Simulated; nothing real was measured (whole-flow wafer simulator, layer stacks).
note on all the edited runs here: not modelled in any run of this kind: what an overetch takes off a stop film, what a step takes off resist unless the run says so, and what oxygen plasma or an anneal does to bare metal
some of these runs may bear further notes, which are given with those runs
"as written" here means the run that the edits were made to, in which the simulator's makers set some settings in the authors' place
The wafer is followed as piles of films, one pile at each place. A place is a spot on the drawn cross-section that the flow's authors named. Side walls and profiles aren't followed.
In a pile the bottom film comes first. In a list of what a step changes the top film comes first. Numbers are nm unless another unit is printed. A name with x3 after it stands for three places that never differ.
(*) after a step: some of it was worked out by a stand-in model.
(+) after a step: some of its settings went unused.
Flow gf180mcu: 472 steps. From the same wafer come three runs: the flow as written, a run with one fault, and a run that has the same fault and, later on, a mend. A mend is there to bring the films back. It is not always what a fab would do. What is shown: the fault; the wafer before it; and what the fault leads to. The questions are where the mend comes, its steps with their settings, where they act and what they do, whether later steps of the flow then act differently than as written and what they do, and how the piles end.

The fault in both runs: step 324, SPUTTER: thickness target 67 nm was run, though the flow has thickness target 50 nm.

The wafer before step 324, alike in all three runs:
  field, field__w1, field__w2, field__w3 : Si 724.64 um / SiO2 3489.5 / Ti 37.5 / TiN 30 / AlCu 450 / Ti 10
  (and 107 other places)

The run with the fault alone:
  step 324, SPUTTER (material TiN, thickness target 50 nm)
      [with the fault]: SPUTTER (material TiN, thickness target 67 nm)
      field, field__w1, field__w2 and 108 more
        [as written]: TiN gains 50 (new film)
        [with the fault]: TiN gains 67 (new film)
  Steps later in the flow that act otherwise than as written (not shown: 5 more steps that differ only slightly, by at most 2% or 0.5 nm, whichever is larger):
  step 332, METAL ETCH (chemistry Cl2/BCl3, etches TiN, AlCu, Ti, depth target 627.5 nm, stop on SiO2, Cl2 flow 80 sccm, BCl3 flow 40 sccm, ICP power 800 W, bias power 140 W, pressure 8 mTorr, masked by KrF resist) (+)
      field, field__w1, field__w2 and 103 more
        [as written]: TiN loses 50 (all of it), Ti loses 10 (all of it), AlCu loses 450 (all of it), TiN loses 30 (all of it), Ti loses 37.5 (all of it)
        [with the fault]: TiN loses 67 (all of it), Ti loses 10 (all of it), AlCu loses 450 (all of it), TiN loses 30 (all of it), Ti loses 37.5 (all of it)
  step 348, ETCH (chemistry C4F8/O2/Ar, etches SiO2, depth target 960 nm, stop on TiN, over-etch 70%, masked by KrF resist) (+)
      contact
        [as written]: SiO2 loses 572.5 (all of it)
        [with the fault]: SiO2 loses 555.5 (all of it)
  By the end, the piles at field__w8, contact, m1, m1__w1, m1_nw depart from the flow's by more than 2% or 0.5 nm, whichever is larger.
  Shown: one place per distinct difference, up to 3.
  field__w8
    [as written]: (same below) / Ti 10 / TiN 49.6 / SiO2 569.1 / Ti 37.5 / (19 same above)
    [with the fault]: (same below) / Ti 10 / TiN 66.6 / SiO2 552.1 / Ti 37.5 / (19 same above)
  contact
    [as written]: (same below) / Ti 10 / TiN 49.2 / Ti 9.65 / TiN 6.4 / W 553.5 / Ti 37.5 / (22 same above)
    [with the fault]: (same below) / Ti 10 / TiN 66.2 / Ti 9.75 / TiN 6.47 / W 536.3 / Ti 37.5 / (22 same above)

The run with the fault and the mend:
  The mend follows step 331.
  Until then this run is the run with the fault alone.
  step 331a, STRIP (chemistry O2/N2, power 2160 W, pressure 1700 mTorr) (*)
      field__w8, contact, m1, m1__w1, m1_nw
        KrF resist loses 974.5 (all of it)
  step 331b, METAL ETCH (chemistry Cl2/BCl3, etches TiN, AlCu, Ti, depth target 17 nm, Cl2 flow 80 sccm, BCl3 flow 40 sccm, ICP power 800 W, bias power 140 W, pressure 8 mTorr) (the flow's step 260, run once more with other settings)
      field, field__w1, field__w2 and 108 more
        TiN loses 17
  step 331c, HMDS (120 C, 60 s) (the flow's step 326, run once more)
      alters no film at any place that is followed
  step 331d, COAT (KrF resist, thickness 1000 nm) (the flow's step 327, run once more)
      field, field__w1, field__w2 and 108 more
        KrF resist gains 1000 (new film)
  step 331e, SOFTBAKE (KrF resist) (the flow's step 328, run once more)
      alters no film at any place that is followed
  step 331f, EXPOSE (photomask Metal3) (the flow's step 329, run once more)
      alters no film at any place that is followed
  step 331g, PEB (KrF resist, 135 C, 90 s) (the flow's step 330, run once more)
      field, field__w1, field__w2 and 108 more
        KrF resist loses 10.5
  step 331h, DEVELOP (thickness 1000 nm, 60 s) (the flow's step 331, run once more)
      field, field__w1, field__w2 and 103 more
        KrF resist loses 989.5 (all of it)
      field__w8, contact, m1, m1__w1, m1_nw
        KrF resist loses 14.9
  None of the later steps of the flow acts differently than as written at any place that is followed.
  By the end, the piles equal the flow's at every place that both follow.
